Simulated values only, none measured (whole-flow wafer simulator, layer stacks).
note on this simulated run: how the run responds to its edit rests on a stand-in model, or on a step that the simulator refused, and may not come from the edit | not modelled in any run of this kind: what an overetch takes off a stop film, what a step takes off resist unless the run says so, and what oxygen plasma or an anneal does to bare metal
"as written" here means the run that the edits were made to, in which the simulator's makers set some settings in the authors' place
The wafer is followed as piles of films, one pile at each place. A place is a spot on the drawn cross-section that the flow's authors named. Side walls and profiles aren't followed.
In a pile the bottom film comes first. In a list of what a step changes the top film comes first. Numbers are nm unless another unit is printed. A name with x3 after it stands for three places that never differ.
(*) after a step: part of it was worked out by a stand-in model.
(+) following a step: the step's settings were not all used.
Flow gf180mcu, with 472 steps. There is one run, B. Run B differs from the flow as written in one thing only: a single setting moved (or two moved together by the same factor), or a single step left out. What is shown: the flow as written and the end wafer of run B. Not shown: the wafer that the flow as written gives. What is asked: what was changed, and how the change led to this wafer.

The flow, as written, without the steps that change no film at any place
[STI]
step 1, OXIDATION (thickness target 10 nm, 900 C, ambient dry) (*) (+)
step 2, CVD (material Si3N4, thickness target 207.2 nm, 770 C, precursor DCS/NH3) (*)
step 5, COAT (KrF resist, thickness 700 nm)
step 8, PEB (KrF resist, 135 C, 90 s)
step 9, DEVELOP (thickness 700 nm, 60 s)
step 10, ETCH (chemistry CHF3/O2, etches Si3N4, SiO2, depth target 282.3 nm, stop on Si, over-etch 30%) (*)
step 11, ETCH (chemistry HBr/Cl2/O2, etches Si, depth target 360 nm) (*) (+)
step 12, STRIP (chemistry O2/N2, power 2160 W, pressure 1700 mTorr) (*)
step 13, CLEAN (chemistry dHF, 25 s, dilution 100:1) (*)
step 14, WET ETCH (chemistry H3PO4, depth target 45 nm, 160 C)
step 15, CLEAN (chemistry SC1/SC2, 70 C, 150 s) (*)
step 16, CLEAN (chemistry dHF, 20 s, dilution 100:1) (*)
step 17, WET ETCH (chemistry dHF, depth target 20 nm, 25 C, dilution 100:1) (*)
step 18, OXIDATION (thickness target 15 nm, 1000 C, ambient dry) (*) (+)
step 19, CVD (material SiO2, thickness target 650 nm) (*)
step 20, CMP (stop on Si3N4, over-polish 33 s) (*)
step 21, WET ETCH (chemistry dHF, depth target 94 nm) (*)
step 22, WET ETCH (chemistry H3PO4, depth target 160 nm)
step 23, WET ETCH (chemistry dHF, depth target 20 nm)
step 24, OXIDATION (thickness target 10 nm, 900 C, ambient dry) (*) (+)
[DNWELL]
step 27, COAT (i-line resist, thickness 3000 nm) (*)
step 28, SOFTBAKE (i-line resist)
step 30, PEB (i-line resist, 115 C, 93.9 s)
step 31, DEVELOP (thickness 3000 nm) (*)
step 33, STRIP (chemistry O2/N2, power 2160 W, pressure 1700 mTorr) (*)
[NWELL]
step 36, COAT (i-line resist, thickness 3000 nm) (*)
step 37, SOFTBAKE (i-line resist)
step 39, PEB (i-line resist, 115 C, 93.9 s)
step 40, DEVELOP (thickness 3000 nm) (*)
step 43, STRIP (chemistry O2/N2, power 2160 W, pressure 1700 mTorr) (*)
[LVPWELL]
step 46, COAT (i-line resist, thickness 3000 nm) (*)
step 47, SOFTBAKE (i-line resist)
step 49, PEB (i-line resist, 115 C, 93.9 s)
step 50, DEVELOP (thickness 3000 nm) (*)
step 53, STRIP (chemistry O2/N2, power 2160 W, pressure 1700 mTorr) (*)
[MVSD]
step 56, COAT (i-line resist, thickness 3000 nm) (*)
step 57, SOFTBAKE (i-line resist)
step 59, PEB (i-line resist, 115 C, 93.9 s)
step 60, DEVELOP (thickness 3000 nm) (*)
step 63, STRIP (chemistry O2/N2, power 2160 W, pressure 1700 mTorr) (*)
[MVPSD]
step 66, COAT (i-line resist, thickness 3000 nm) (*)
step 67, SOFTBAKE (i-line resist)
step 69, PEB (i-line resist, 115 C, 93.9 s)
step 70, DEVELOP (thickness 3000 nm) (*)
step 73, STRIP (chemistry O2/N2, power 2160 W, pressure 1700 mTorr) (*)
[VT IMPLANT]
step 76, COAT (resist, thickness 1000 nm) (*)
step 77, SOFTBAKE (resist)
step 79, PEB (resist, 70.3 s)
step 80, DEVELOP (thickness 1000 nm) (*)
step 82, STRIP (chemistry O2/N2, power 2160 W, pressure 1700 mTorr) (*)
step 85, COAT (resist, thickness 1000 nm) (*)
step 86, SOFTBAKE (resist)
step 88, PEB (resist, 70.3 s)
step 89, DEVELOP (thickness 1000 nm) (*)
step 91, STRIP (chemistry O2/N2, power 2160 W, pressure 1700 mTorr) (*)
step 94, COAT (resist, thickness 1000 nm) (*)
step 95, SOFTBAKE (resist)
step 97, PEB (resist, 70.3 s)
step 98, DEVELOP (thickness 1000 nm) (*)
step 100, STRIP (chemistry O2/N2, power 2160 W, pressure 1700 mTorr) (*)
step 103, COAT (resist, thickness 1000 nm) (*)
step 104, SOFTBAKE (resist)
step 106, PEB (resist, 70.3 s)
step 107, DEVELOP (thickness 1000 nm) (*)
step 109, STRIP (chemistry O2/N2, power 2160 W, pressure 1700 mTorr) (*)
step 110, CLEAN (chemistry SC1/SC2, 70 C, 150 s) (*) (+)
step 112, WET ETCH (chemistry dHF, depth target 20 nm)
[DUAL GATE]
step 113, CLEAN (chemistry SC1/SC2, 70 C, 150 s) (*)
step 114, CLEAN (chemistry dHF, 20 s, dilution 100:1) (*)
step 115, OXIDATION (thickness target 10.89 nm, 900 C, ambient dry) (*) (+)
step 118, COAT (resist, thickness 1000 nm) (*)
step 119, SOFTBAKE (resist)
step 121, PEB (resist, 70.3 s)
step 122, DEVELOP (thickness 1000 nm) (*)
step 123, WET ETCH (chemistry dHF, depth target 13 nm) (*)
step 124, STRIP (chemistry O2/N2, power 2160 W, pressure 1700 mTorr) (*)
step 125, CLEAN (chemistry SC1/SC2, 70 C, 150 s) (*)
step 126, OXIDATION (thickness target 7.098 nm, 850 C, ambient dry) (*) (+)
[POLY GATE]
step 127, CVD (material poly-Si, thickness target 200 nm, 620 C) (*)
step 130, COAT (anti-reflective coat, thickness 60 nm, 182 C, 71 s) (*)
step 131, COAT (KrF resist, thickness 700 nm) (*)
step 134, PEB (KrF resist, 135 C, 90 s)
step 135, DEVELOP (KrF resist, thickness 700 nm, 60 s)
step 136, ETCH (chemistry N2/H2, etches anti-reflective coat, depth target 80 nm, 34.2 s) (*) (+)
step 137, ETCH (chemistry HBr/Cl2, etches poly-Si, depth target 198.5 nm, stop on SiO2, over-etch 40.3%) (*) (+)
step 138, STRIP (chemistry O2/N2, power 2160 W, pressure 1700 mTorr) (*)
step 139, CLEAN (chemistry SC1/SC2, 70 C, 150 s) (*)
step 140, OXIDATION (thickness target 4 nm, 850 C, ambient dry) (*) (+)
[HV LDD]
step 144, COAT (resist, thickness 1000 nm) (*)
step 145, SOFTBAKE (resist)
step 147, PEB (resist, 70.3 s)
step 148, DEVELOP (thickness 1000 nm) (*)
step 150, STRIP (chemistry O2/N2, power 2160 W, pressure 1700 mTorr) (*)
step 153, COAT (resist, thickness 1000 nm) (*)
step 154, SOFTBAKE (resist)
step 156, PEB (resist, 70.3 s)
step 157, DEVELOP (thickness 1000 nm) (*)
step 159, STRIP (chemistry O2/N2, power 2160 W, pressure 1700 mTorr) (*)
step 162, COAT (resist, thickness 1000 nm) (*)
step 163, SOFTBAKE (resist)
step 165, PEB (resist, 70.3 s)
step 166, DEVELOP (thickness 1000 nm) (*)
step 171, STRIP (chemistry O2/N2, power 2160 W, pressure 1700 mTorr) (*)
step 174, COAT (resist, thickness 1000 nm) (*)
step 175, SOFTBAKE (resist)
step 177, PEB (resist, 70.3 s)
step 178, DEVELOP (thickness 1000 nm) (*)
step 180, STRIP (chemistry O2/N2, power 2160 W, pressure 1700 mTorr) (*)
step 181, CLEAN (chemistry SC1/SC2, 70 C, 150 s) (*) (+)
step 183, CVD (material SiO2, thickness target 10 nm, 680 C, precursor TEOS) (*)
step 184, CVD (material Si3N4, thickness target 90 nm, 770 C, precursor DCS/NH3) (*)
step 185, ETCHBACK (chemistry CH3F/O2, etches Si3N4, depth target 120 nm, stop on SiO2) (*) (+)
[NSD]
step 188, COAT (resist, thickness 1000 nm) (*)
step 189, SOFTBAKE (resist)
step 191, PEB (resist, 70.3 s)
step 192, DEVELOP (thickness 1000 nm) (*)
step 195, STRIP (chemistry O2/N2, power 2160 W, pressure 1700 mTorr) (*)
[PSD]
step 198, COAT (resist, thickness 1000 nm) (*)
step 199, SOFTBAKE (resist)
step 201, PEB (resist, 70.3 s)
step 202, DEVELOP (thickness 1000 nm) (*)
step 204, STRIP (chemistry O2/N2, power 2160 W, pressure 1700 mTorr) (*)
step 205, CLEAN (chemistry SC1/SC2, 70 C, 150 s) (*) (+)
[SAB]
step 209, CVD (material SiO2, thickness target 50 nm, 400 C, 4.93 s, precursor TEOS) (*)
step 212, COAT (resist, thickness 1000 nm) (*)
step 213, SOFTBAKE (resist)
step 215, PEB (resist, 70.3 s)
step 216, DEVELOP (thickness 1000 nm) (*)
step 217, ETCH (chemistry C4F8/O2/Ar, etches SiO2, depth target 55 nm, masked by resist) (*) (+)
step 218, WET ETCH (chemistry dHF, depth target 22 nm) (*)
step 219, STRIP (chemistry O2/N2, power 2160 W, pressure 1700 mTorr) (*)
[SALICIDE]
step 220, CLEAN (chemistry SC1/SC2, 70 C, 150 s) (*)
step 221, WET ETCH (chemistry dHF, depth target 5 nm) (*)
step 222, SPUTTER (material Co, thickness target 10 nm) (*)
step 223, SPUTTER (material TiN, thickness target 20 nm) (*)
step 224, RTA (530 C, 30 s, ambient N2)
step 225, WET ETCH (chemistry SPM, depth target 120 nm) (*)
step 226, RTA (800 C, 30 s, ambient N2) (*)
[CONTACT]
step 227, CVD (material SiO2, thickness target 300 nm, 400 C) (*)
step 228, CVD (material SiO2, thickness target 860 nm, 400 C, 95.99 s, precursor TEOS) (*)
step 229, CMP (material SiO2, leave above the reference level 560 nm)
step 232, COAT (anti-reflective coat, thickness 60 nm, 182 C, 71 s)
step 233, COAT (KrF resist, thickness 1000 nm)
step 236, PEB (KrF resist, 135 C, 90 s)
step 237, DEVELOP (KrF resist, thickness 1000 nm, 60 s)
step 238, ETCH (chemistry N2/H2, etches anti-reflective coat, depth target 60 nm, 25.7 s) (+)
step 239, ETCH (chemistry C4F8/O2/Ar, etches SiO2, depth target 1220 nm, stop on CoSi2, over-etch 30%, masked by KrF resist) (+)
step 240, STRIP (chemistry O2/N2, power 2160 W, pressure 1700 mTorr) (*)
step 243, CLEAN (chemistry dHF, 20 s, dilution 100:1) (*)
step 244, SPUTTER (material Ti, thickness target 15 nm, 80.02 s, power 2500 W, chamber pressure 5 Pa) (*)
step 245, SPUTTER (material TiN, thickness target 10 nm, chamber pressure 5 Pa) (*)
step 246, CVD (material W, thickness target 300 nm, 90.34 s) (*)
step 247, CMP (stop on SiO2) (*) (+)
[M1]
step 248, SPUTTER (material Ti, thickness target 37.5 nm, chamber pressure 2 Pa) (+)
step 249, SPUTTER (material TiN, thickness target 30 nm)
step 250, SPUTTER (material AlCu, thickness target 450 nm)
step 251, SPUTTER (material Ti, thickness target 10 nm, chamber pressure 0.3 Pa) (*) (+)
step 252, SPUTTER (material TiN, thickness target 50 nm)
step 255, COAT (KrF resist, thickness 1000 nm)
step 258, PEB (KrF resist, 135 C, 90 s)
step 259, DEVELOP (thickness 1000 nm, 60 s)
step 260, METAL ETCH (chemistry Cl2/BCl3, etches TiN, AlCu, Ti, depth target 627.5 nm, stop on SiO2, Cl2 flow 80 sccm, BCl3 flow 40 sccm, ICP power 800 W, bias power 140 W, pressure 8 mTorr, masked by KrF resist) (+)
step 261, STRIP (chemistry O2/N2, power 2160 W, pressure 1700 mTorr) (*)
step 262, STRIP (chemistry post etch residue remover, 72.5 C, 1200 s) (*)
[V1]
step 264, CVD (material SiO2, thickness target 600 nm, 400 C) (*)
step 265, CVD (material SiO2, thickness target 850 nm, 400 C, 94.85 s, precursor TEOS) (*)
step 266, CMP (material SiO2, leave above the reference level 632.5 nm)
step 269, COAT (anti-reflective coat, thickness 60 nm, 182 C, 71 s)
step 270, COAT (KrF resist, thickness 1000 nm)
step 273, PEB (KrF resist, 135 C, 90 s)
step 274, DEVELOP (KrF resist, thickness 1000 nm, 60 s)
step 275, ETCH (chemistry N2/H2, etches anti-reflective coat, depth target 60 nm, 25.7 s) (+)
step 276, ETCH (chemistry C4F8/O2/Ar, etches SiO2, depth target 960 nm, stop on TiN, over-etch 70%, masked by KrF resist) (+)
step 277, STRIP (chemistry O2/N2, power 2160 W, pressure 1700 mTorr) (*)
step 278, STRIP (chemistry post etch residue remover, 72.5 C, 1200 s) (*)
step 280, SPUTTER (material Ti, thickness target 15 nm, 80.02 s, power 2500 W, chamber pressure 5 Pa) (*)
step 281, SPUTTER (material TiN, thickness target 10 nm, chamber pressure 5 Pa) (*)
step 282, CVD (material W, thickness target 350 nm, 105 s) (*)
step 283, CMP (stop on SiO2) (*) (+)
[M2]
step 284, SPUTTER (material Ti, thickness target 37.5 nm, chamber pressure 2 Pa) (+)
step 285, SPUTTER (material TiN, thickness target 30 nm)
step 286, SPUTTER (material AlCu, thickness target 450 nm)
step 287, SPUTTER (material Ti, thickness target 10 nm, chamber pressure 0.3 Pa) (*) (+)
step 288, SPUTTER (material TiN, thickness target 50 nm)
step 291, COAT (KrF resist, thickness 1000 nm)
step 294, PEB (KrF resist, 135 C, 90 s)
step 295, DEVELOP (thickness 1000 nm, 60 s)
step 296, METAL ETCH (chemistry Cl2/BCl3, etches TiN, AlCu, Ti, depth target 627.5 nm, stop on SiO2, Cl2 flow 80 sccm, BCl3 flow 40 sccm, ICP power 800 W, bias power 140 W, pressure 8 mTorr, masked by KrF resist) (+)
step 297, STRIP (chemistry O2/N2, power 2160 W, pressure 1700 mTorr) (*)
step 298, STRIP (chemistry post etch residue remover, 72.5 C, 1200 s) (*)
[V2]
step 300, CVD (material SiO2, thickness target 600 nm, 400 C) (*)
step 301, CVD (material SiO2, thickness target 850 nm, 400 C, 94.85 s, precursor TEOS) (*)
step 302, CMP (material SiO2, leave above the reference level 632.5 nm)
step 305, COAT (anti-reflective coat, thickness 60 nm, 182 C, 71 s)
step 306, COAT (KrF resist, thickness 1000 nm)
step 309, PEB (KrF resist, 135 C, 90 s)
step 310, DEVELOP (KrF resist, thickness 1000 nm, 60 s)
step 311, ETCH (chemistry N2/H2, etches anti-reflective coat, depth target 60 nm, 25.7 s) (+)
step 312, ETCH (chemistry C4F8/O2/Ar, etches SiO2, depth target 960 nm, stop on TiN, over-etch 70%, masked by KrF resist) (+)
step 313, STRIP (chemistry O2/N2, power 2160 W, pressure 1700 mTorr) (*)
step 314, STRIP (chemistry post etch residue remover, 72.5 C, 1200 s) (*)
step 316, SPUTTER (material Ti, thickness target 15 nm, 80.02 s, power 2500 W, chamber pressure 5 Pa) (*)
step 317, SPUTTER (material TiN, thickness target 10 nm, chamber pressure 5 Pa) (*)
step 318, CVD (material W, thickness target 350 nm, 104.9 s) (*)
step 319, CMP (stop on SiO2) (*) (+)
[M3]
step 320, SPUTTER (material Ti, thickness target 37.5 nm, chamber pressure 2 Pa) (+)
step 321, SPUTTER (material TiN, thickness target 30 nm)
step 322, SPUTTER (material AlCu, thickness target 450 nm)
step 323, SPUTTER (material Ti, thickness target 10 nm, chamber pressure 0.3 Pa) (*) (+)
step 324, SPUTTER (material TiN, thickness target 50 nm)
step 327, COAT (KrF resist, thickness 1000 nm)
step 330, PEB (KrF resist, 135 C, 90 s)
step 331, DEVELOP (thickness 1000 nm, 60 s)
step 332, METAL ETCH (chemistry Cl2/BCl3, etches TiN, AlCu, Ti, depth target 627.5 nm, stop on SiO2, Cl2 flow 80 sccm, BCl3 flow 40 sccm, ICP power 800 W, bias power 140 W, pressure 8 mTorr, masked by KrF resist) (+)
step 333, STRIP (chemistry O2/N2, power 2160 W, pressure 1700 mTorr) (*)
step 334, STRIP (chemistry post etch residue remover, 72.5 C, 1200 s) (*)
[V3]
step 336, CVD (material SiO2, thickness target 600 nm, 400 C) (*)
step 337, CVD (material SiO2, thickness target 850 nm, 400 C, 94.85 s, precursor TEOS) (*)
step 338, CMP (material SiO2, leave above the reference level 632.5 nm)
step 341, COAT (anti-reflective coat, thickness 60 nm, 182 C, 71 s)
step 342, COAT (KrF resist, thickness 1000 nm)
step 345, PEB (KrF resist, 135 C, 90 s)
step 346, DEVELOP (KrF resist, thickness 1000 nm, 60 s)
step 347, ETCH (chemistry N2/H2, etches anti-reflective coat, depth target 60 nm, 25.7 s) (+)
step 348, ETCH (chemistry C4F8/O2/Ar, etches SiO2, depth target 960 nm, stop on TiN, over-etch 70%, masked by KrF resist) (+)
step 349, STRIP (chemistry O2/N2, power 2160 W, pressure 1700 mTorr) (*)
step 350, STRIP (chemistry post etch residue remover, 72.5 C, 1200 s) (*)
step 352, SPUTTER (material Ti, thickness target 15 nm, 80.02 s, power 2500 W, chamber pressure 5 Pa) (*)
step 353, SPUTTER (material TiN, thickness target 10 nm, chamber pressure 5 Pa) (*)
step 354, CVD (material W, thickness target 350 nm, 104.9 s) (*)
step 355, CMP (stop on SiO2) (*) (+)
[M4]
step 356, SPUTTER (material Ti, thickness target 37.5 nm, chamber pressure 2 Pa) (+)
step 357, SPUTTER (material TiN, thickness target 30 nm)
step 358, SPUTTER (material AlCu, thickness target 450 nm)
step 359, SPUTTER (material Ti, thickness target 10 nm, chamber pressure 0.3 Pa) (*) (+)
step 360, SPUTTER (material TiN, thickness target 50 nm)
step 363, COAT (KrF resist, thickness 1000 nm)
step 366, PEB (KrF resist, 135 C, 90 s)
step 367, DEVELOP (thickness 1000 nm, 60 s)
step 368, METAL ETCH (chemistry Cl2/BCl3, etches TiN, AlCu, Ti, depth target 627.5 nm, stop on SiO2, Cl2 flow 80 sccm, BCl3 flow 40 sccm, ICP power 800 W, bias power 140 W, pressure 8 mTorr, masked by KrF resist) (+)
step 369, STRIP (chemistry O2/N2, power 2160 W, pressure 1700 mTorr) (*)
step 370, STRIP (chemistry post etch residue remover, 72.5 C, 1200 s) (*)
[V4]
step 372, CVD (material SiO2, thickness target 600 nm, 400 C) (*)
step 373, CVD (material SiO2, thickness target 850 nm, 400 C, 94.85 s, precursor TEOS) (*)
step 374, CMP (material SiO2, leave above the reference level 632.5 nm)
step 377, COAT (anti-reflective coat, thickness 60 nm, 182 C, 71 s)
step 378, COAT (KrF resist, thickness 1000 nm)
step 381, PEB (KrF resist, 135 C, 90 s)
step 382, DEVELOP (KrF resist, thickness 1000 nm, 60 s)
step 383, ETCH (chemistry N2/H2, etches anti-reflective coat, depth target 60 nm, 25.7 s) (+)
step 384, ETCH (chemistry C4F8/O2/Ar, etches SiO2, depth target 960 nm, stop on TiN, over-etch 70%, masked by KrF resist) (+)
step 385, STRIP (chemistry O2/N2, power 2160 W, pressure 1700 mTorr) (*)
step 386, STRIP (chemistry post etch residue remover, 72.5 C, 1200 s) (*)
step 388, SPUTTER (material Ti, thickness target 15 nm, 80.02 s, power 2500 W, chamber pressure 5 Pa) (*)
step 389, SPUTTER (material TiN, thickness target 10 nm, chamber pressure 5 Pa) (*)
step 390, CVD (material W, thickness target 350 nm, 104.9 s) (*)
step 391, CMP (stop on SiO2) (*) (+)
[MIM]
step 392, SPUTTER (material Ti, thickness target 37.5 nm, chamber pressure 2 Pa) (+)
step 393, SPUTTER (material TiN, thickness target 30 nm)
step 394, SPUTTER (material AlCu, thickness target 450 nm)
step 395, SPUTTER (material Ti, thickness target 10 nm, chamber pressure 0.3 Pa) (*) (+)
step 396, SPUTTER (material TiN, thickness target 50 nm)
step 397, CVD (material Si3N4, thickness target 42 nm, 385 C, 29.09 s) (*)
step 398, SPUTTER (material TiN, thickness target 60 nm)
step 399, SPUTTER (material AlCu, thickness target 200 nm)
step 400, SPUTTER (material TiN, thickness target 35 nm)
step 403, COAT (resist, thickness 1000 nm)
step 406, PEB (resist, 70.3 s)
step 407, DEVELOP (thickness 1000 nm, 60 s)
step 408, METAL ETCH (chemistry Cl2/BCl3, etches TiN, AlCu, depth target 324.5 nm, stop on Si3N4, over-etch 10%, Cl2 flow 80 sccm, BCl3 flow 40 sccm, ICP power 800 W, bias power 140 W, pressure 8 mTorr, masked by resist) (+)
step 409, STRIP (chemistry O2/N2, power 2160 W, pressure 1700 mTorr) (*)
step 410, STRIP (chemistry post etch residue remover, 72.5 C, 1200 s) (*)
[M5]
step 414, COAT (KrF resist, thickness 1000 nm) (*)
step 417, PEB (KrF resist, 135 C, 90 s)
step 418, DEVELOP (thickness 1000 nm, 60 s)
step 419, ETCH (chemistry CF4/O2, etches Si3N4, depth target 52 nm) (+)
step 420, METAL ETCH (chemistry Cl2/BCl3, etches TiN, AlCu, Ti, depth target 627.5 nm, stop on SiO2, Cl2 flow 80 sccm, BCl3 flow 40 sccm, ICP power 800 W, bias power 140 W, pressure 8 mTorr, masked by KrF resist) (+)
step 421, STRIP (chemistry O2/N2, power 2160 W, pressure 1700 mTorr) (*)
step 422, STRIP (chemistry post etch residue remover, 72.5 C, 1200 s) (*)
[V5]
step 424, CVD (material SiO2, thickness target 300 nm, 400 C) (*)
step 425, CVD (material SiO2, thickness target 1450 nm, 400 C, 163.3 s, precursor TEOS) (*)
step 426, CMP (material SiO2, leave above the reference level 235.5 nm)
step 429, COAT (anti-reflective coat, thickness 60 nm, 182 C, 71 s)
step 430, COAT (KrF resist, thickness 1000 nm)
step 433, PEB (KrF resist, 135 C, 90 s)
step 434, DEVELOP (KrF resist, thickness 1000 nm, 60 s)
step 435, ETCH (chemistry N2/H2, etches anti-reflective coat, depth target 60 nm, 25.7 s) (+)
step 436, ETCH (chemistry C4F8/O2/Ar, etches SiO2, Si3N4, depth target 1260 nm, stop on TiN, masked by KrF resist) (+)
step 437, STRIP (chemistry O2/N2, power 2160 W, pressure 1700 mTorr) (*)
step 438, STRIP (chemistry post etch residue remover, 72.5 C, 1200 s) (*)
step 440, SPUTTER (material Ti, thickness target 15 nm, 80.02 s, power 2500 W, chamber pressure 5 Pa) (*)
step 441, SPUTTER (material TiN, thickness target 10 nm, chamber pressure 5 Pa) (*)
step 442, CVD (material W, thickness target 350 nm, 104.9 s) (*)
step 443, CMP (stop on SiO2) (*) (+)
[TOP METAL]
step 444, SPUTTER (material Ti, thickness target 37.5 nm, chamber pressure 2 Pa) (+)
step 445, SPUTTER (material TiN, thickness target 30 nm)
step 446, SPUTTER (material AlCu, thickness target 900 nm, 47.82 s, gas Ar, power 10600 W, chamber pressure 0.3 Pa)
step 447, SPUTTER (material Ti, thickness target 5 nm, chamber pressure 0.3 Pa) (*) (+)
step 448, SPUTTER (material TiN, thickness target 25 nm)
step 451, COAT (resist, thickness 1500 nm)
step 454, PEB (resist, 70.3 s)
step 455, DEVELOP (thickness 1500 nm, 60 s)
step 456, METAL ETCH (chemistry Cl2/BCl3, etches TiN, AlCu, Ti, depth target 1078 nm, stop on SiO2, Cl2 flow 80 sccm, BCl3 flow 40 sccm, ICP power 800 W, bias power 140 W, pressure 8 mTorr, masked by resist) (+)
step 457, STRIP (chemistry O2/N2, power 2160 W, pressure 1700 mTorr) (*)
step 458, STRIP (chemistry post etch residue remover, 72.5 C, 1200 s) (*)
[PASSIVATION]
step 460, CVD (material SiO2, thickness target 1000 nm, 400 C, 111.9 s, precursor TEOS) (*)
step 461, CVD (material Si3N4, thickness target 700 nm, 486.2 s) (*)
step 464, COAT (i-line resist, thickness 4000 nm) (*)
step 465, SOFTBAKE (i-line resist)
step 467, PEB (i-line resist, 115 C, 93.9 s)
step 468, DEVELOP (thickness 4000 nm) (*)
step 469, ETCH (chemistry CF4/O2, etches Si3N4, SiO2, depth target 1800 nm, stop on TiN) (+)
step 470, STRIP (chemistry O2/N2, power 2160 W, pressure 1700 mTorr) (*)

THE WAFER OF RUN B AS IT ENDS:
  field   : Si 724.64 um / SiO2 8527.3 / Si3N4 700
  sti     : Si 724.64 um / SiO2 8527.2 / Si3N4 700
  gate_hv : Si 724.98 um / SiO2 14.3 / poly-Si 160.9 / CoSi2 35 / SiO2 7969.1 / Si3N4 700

What caused this: step 374, CMP: leave above the reference level 980.4 nm was run, while the flow as written has leave above the reference level 632.5 nm.

How this came from the change, step by step:
  step 374, CMP (material SiO2, leave above the reference level 632.5 nm)
      field, field__w1, field__w2 and 103 more: nothing (it would be, as written: -300 SiO2)
      field__w8, contact, m1, m1__w1, m1_nw: -529.2 SiO2 (it would be, as written: -877.1 SiO2)
  step 377, COAT (anti-reflective coat, thickness 60 nm, 182 C, 71 s)
      field: +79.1 anti-reflective coat (new film) (it would be, as written: +60 anti-reflective coat (new film))
      field__w8: +33.4 anti-reflective coat (new film) (it would be, as written: +60 anti-reflective coat (new film))
      (also at 11 further places)
  step 383, ETCH (chemistry N2/H2, etches anti-reflective coat, depth target 60 nm, 25.7 s) (+)
      contact: -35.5 anti-reflective coat (all of it), -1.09 SiO2 (it would be, as written: -60 anti-reflective coat (all of it), -0.46 SiO2)
  step 384, ETCH (chemistry C4F8/O2/Ar, etches SiO2, depth target 960 nm, stop on TiN, over-etch 70%, masked by KrF resist) (+)
      contact: -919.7 SiO2 (all of it) (it would be, as written: -572.5 SiO2 (all of it))
  step 385, STRIP (chemistry O2/N2, power 2160 W, pressure 1700 mTorr) (*)
      field: -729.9 KrF resist (all of it), -79.1 anti-reflective coat (all of it) (it would be, as written: -739.2 KrF resist (all of it), -60 anti-reflective coat (all of it))
      field__w8: -734.4 KrF resist (all of it), -33.4 anti-reflective coat (all of it) (it would be, as written: -739.2 KrF resist (all of it), -60 anti-reflective coat (all of it))
      (also at 11 further places)
  step 388, SPUTTER (material Ti, thickness target 15 nm, 80.02 s, power 2500 W, chamber pressure 5 Pa) (*)
      contact: +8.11 Ti (new film) (it would be, as written: +9.65 Ti (new film))
  step 389, SPUTTER (material TiN, thickness target 10 nm, chamber pressure 5 Pa) (*)
      contact: +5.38 TiN (new film) (it would be, as written: +6.4 TiN (new film))
  step 390, CVD (material W, thickness target 350 nm, 104.9 s) (*)
      contact: +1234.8 W (new film) (it would be, as written: +932.3 W (new film))
  step 391, CMP (stop on SiO2) (*) (+)
      field__w8, m1, m1__w1, m1_nw: -350 W (all of it), -10 TiN (all of it), -15 Ti (all of it), -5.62 SiO2 (it would be, as written: -350 W (all of it), -10 TiN (all of it), -15 Ti (all of it), -3.78 SiO2)
  step 403, COAT (resist, thickness 1000 nm)
      field__w8: +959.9 resist (new film) (it would be, as written: +1000 resist (new film))
      m1: +959.6 resist (new film) (it would be, as written: +1000 resist (new film))
      (also at 2 further places)
  step 404, SOFTBAKE (resist)
      field: -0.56 resist (it would be, as written: nothing)
      field__w8: -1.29 resist (it would be, as written: nothing)
      (also at 11 further places)
  step 406, PEB (resist, 70.3 s)
      field__w8, m1, m1__w1: -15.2 resist (it would be, as written: -15.9 resist)
      m1_nw: -15.3 resist (it would be, as written: -15.9 resist)
  step 407, DEVELOP (thickness 1000 nm, 60 s)
      field__w8: -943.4 resist (all of it) (it would be, as written: -984.1 resist (all of it))
      m1: -942.8 resist (all of it) (it would be, as written: -984.1 resist (all of it))
      (also at 2 further places)
  step 414, COAT (KrF resist, thickness 1000 nm) (*)
      field__w8: +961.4 KrF resist (new film) (it would be, as written: +1000 KrF resist (new film))
      m1: +961.8 KrF resist (new film) (it would be, as written: +1000.5 KrF resist (new film))
      (also at 2 further places)
  step 421, STRIP (chemistry O2/N2, power 2160 W, pressure 1700 mTorr) (*)
      field__w8: -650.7 KrF resist (all of it) (it would be, as written: -688.9 KrF resist (all of it))
      m1: -651 KrF resist (all of it) (it would be, as written: -689.3 KrF resist (all of it))
      (also at 2 further places)
  step 426, CMP (material SiO2, leave above the reference level 235.5 nm)
      field__w8, m1, m1__w1, m1_nw: -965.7 SiO2 (it would be, as written: -919.6 SiO2)
